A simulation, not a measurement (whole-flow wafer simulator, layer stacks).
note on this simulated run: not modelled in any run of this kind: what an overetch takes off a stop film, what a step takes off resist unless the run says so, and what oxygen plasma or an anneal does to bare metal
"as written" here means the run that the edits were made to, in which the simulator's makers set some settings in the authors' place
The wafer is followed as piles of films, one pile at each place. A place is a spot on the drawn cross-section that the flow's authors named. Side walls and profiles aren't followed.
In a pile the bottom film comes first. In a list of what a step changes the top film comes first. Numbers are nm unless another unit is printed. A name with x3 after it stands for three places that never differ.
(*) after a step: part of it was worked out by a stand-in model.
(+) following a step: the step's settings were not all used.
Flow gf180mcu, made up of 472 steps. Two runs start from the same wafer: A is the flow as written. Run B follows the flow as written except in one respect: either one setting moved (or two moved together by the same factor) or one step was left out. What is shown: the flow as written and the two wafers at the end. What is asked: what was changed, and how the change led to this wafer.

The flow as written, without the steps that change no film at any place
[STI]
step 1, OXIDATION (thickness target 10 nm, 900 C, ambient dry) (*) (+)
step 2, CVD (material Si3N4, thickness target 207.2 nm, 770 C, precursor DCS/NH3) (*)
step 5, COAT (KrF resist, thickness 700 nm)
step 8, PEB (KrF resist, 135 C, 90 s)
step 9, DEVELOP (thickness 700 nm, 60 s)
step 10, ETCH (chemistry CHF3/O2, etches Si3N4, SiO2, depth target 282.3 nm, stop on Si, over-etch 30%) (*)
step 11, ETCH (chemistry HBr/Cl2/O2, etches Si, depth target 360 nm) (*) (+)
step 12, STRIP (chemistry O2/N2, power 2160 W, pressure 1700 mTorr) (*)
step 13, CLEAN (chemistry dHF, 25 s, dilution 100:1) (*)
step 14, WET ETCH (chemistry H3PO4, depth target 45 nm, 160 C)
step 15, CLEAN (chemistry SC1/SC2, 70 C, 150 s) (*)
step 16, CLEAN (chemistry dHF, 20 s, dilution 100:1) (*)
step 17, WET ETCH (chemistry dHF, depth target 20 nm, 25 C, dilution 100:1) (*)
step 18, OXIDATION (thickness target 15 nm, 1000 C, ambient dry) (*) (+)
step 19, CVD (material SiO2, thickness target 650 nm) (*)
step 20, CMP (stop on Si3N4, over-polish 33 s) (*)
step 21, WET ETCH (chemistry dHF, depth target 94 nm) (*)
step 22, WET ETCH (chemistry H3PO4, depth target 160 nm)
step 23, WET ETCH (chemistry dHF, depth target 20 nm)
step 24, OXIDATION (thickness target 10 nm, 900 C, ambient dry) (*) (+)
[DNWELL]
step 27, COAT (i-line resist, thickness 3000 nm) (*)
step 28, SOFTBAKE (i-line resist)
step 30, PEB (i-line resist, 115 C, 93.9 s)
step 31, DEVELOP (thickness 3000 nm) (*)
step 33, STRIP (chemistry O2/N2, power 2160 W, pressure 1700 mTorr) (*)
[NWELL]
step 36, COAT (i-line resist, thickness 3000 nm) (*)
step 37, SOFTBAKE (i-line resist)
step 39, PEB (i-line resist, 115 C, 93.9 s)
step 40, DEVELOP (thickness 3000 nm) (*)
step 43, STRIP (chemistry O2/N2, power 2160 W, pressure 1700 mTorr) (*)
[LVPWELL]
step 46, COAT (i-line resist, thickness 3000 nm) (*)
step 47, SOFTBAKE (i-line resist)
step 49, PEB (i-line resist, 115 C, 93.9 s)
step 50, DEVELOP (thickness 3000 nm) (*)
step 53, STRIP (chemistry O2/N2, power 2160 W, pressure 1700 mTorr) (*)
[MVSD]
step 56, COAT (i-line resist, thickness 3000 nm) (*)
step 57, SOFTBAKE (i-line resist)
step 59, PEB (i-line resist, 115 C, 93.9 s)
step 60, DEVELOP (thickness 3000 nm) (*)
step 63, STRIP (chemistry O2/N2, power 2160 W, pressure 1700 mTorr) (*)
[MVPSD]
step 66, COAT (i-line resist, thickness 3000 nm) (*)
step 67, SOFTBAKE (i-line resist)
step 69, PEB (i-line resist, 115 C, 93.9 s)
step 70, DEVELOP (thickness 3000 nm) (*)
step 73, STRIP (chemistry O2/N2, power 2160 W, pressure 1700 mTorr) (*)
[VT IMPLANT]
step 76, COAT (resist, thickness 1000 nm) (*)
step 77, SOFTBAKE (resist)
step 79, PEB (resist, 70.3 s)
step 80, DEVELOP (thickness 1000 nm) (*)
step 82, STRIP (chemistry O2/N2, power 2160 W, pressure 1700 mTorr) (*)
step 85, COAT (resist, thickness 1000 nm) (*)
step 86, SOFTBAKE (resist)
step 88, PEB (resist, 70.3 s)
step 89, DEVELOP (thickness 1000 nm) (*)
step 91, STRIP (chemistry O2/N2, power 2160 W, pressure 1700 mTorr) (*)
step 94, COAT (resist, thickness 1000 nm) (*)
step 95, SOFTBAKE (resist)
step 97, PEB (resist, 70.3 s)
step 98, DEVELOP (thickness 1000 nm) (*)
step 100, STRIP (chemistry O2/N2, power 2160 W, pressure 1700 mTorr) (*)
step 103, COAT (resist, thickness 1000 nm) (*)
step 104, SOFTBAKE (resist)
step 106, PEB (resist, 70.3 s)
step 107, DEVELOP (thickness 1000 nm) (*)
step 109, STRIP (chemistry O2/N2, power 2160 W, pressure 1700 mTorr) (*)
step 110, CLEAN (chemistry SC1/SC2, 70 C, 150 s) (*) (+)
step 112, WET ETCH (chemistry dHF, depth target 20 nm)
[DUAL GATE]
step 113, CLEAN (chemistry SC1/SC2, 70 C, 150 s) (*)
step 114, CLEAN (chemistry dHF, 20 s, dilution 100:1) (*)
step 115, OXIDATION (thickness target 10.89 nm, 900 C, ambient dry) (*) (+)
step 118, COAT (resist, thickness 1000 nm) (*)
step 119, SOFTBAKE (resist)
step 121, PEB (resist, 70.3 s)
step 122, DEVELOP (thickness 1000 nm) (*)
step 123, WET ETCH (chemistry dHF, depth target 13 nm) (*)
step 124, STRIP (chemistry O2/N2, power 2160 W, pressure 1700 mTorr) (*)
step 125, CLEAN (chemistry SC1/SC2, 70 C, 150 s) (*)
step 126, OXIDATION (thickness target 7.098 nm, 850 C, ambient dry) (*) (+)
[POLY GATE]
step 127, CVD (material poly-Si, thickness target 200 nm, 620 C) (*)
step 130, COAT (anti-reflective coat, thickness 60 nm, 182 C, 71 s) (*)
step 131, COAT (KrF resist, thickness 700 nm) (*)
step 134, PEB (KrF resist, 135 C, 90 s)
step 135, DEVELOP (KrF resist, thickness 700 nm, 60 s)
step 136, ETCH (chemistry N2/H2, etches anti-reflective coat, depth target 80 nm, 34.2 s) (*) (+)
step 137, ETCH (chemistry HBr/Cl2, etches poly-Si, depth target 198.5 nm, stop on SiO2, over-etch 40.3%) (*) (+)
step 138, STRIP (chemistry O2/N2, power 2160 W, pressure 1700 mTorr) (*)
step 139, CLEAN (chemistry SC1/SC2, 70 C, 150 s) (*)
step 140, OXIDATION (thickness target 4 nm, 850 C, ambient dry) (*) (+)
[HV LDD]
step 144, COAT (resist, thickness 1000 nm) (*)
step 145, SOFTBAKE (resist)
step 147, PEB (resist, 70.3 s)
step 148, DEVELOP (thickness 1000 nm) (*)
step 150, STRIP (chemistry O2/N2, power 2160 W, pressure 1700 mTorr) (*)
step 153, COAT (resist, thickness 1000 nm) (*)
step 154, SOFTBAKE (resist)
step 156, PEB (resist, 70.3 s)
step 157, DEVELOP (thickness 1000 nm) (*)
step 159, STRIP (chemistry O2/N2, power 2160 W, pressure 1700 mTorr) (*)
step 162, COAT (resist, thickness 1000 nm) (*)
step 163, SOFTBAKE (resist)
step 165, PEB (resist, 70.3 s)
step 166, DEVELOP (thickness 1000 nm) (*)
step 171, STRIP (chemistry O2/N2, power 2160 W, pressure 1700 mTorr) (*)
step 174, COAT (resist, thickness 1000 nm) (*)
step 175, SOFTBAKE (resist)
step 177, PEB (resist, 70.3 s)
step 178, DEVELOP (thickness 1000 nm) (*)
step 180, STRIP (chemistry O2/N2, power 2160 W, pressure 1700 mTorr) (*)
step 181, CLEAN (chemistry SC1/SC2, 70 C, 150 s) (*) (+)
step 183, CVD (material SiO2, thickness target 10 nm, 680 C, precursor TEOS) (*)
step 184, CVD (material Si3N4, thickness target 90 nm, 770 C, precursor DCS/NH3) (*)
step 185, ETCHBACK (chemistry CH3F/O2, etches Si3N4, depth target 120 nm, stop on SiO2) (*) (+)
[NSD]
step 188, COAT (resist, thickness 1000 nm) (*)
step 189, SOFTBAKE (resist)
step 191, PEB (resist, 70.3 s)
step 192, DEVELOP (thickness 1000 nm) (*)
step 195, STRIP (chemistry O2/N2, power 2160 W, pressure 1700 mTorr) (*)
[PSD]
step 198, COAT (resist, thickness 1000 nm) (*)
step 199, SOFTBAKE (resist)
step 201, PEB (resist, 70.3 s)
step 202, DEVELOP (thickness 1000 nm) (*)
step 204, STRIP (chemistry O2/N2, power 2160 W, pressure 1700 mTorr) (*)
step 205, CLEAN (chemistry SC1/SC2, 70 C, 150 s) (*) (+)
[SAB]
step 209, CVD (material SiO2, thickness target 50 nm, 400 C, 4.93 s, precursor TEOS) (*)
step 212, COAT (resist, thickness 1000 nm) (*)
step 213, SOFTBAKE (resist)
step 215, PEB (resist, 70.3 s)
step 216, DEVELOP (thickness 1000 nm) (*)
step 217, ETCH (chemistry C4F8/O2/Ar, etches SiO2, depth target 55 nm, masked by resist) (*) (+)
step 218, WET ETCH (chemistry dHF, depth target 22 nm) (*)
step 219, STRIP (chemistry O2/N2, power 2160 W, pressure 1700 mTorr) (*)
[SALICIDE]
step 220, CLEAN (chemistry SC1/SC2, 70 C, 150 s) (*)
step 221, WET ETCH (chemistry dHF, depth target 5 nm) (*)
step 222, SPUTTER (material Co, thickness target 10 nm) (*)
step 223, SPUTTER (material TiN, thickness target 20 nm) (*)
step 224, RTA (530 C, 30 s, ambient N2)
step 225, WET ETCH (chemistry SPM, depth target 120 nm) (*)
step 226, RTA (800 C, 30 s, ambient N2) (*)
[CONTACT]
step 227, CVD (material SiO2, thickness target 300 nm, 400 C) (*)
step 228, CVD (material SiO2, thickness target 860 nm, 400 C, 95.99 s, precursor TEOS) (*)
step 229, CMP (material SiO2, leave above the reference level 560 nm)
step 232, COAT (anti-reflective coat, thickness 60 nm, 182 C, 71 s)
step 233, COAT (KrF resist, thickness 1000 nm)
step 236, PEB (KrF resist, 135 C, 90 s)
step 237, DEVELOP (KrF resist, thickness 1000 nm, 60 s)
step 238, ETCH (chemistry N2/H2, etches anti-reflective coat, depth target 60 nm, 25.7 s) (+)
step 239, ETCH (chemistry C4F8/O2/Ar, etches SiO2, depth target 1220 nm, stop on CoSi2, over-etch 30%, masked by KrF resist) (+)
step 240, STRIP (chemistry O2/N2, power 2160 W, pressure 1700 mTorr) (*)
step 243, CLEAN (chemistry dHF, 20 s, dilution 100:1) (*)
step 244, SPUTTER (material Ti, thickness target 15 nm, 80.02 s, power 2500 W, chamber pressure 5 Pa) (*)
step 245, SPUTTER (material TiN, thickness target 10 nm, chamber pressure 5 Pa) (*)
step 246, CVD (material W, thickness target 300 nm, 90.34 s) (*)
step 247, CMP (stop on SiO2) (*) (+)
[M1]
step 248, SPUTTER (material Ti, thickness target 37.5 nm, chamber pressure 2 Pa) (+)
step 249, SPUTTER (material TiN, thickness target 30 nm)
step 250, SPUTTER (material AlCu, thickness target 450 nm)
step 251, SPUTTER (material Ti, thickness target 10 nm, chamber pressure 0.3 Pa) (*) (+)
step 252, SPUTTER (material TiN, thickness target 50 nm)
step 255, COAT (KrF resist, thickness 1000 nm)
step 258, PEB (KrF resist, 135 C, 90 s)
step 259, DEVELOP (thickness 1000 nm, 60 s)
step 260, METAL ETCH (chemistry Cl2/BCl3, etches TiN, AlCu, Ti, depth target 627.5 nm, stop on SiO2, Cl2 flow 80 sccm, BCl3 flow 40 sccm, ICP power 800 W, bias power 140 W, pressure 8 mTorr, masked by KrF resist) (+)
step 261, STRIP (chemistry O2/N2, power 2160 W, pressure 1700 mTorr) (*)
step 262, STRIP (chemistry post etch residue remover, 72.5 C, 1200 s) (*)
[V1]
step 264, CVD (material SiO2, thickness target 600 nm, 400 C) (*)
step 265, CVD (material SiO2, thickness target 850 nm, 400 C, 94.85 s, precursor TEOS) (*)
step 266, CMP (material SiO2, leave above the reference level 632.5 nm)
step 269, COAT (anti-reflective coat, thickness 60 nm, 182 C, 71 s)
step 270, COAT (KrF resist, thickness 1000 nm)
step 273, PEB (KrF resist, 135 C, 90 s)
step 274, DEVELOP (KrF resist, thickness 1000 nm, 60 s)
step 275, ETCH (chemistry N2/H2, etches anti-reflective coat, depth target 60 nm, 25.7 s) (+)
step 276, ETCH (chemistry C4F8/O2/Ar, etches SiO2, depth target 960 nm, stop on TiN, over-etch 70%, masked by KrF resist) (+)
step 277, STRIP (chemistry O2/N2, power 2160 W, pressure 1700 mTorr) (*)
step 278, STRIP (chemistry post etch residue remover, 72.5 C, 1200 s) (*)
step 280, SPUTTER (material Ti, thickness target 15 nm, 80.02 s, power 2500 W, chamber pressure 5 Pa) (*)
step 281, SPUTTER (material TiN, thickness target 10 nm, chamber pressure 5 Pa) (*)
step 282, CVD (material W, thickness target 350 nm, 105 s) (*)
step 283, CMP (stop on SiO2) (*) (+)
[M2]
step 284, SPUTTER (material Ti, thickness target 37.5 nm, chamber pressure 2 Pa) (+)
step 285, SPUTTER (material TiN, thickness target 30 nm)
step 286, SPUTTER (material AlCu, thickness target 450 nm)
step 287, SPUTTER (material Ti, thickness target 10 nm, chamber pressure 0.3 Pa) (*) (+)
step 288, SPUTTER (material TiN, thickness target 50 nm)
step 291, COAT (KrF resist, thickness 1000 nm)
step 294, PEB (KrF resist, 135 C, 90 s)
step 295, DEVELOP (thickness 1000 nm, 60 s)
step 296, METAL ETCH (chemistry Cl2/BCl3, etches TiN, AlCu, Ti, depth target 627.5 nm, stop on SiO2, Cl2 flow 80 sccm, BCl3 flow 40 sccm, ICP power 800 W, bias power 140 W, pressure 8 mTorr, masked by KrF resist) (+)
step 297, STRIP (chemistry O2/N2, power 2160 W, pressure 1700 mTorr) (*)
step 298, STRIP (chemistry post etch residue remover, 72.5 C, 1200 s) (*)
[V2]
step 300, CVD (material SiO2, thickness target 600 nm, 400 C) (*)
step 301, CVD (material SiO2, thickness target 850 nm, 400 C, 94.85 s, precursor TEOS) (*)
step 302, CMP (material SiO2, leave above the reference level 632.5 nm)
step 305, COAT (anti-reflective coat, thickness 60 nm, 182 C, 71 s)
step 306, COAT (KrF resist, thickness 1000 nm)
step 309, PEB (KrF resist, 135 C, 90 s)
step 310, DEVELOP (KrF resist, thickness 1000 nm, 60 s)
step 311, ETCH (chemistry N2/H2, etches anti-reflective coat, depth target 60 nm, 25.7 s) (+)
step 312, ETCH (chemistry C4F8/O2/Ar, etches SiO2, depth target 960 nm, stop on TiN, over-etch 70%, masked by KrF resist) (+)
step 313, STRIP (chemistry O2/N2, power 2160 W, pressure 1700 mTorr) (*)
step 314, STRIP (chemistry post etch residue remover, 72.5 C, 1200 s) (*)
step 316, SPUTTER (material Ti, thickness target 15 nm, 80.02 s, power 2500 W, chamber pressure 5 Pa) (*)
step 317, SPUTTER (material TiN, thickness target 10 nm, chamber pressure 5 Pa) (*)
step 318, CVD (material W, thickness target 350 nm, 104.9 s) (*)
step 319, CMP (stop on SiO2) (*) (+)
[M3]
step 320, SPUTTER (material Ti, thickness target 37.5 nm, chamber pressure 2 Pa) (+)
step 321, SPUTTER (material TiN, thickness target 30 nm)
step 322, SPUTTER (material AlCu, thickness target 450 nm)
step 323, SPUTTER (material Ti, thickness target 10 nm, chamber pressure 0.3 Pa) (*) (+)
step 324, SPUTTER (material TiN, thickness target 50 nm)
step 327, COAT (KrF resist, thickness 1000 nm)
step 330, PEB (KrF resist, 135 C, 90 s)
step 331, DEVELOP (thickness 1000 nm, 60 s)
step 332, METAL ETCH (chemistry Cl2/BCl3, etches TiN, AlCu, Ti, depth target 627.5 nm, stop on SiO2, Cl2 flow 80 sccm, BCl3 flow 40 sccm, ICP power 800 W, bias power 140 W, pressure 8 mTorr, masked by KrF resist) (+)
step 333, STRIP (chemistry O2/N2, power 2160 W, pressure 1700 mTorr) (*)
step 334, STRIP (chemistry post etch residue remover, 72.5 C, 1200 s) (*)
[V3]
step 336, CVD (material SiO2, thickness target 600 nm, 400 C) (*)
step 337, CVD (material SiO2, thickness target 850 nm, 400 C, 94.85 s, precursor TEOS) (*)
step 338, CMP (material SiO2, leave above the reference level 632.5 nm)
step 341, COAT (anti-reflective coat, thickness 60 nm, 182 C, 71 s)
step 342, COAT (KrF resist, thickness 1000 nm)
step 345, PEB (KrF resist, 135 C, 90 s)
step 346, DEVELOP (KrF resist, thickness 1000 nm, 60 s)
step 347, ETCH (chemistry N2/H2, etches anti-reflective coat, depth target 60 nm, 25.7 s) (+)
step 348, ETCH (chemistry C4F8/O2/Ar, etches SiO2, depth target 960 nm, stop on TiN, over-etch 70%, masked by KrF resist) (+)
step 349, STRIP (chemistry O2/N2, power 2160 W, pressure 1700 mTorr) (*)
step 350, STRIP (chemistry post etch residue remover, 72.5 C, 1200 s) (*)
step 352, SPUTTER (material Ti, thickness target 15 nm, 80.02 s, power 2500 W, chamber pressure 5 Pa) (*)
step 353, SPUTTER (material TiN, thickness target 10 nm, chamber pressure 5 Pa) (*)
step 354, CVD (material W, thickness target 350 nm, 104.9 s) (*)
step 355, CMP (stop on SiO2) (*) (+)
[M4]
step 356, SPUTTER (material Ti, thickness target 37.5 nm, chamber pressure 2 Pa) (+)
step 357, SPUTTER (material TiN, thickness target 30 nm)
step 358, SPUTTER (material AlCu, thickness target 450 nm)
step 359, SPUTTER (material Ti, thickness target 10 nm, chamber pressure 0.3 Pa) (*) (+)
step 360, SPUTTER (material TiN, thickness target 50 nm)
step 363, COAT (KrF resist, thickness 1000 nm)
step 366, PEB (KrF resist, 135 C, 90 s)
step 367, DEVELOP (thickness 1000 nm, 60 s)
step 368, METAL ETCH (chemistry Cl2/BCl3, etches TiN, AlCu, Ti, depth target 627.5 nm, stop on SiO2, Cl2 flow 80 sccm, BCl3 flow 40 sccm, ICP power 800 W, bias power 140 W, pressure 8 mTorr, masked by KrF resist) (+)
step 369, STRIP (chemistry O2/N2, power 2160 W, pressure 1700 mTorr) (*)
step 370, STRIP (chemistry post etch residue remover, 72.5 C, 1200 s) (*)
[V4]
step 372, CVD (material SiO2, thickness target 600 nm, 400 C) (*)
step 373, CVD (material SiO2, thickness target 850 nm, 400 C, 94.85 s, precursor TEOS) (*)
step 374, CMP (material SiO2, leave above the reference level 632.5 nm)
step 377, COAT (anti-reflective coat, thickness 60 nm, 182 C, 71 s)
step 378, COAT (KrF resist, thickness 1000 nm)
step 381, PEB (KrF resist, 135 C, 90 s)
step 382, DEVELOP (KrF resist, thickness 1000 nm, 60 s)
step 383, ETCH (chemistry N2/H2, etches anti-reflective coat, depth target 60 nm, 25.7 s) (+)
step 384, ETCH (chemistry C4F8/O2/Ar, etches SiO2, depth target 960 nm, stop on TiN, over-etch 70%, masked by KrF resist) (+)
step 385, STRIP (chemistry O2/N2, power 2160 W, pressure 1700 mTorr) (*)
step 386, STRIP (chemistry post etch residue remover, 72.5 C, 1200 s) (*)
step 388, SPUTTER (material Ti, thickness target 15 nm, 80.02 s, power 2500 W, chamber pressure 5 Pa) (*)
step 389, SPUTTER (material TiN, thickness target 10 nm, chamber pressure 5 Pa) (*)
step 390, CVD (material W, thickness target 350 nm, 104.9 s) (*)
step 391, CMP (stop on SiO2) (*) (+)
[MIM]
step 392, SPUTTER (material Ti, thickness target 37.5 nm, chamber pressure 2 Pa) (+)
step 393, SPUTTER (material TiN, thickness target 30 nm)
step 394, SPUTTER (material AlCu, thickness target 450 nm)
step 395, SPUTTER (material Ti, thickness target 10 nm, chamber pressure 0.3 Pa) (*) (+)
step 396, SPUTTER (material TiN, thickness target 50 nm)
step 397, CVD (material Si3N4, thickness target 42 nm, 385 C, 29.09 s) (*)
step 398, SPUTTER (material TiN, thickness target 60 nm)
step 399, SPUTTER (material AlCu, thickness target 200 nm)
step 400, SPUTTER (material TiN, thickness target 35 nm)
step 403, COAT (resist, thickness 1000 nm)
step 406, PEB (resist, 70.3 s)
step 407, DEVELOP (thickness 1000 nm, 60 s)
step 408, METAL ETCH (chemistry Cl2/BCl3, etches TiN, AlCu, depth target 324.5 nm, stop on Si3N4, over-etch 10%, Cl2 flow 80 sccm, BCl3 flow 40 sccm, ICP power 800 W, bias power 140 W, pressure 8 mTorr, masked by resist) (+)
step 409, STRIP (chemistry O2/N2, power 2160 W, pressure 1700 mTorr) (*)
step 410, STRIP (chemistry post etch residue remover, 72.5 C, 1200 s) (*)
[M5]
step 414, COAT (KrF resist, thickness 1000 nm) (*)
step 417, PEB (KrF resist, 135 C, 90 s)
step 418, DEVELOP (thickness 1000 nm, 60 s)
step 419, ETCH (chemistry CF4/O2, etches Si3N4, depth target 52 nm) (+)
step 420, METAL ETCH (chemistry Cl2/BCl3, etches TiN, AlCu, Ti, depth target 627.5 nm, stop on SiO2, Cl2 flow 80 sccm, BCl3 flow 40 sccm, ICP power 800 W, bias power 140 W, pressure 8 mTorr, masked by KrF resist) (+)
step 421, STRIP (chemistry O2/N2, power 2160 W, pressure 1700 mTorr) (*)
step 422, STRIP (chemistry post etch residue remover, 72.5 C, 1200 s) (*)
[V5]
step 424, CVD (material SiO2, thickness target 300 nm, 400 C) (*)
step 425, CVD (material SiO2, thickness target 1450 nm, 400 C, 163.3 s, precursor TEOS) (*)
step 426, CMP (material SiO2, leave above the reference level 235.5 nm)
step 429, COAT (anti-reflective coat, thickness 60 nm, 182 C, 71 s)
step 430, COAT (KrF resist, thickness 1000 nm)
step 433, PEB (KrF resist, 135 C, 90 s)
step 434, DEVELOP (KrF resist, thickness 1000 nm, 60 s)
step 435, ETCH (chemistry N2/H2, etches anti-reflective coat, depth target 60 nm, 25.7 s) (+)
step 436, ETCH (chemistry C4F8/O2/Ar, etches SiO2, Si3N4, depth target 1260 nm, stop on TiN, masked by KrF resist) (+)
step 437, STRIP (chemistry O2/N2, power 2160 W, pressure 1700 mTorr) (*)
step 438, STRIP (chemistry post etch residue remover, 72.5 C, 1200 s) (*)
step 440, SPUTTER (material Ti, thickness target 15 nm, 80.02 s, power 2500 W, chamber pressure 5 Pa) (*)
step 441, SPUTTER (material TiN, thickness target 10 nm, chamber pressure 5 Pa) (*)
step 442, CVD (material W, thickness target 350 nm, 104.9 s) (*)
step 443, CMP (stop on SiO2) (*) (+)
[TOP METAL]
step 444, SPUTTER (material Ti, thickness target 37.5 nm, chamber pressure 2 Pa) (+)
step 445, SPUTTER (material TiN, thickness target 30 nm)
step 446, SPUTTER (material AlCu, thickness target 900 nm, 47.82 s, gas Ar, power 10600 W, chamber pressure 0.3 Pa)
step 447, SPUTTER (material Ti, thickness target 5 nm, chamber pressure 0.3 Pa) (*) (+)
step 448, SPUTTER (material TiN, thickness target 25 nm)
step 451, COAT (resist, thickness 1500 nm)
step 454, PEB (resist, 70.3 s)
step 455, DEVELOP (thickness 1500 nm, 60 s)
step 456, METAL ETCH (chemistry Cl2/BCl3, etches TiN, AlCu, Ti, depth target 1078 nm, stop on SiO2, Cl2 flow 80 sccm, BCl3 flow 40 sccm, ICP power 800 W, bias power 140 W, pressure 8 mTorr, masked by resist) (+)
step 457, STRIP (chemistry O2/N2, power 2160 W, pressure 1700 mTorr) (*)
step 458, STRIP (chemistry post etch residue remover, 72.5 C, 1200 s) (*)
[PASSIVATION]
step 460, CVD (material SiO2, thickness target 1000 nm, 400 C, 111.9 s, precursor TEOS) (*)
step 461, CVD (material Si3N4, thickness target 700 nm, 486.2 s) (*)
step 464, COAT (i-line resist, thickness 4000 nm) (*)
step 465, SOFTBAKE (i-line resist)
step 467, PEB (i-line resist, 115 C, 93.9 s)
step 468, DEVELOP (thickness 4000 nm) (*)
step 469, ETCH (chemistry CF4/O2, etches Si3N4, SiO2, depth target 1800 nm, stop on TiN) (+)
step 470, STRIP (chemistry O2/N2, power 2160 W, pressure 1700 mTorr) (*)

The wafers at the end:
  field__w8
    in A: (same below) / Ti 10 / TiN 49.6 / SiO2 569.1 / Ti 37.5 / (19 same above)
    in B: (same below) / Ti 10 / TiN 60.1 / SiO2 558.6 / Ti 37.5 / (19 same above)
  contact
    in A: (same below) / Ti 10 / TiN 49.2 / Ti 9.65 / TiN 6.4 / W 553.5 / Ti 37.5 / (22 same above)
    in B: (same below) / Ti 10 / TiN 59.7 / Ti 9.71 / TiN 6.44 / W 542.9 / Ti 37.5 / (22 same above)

Cause: step 324, SPUTTER: thickness target 60.5 nm was run, whereas the flow has thickness target 50 nm.

The path from the change to this, step by step:
  step 324, SPUTTER (material TiN, thickness target 50 nm)
      field, field__w1, field__w2 and 108 more: A +50 TiN (new film) | B +60.5 TiN (new film)
  step 332, METAL ETCH (chemistry Cl2/BCl3, etches TiN, AlCu, Ti, depth target 627.5 nm, stop on SiO2, Cl2 flow 80 sccm, BCl3 flow 40 sccm, ICP power 800 W, bias power 140 W, pressure 8 mTorr, masked by KrF resist) (+)
      field, field__w1, field__w2 and 103 more: A -50 TiN (all of it), -10 Ti (all of it), -450 AlCu (all of it), -30 TiN (all of it), -37.5 Ti (all of it) | B -60.5 TiN (all of it), -10 Ti (all of it), -450 AlCu (all of it), -30 TiN (all of it), -37.5 Ti (all of it)
